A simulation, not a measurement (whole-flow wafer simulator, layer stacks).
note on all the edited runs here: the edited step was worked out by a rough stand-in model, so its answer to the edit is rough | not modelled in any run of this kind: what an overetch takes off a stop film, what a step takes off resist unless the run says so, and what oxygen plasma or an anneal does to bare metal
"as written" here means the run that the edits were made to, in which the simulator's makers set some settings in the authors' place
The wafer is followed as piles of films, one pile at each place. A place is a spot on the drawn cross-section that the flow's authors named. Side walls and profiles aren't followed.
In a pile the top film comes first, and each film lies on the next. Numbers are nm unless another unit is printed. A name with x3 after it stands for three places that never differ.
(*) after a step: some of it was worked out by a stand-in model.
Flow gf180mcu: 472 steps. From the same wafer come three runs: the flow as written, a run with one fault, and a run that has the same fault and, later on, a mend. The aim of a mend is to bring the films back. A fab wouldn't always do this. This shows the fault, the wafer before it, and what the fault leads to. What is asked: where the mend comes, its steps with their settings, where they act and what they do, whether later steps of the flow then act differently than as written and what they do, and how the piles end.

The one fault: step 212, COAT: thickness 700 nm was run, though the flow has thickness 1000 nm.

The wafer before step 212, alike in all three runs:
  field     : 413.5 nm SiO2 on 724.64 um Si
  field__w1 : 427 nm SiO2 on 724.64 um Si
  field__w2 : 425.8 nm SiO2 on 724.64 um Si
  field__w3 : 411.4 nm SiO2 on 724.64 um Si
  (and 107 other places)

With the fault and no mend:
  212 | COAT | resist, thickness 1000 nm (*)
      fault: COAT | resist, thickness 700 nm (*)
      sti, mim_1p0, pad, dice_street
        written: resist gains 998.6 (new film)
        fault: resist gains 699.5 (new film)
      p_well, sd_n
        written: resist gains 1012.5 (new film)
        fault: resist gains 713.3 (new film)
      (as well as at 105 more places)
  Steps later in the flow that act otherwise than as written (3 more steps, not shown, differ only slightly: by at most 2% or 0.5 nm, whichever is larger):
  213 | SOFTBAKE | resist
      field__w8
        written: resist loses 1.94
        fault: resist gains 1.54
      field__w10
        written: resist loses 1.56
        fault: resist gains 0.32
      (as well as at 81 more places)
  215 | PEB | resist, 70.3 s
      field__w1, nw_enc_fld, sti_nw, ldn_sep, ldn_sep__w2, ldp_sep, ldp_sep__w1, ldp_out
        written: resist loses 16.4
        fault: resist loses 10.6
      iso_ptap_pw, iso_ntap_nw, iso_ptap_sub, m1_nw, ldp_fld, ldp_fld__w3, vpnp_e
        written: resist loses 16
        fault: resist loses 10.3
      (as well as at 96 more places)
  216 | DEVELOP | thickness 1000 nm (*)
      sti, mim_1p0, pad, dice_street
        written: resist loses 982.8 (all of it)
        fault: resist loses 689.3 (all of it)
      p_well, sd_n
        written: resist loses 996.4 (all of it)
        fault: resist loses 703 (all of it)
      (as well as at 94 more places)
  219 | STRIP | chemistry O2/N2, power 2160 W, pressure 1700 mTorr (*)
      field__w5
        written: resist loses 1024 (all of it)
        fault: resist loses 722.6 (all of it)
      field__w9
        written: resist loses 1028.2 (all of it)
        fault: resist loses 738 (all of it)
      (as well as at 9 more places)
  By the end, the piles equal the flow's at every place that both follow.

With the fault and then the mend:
  After step 216 comes the mend.
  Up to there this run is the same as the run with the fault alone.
  216a | STRIP | chemistry O2/N2, power 2160 W, pressure 1700 mTorr (*)
      field__w5
        resist loses 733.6 (all of it)
      field__w9
        resist loses 749 (all of it)
      field__w13
        resist loses 754.6 (all of it)
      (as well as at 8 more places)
  216b | DEHYDRATE | 200 C, 60 s (a further turn of the flow's step 210)
      does not change any film at any place that is followed
  216c | HMDS | 120 C, 60 s (a further turn of the flow's step 211)
      does not change any film at any place that is followed
  216d | COAT | resist, thickness 1000 nm (*) (a further turn of the flow's step 212)
      sti, mim_1p0, pad, dice_street
        resist gains 998.6 (new film)
      field__w1, ldp_out
        resist gains 1028.5 (new film)
      field_sub__w5, ldn_dft
        resist gains 1045.2 (new film)
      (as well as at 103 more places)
  216e | SOFTBAKE | resist (a further turn of the flow's step 213)
      ld_gate_n, polyc_n
        resist loses 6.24
      nw_enc_fld, ldp_sep__w2
        resist gains 4.4
      field
        resist loses 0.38
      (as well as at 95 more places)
  216f | EXPOSE | photomask SAB (a further turn of the flow's step 214)
      does not change any film at any place that is followed
  216g | PEB | resist, 70.3 s (a further turn of the flow's step 215)
      field__w1, nw_enc_fld, sti_nw and 8 more
        resist loses 16.4
      field__w2, field__w5, field_sub__w3 and 6 more
        resist loses 16.9
      field__w9, sd_p, nplus_u, nw_enc_fld_lv, ldn_src, ldn_drn, ldp_src, ldp_drn
        resist loses 17
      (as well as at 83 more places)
  216h | DEVELOP (*) (a further turn of the flow's step 216, with different settings)
      sti, mim_1p0, pad, dice_street
        resist loses 982.8 (all of it)
      field, nw_sep_fld
        resist loses 1007.3 (all of it)
      field__w3, field__w12
        resist loses 1049.4 (all of it)
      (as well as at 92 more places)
  Every later step of the flow that is run acts as written at every place that is followed.
  By the end, the piles equal the flow's at every place that both follow.
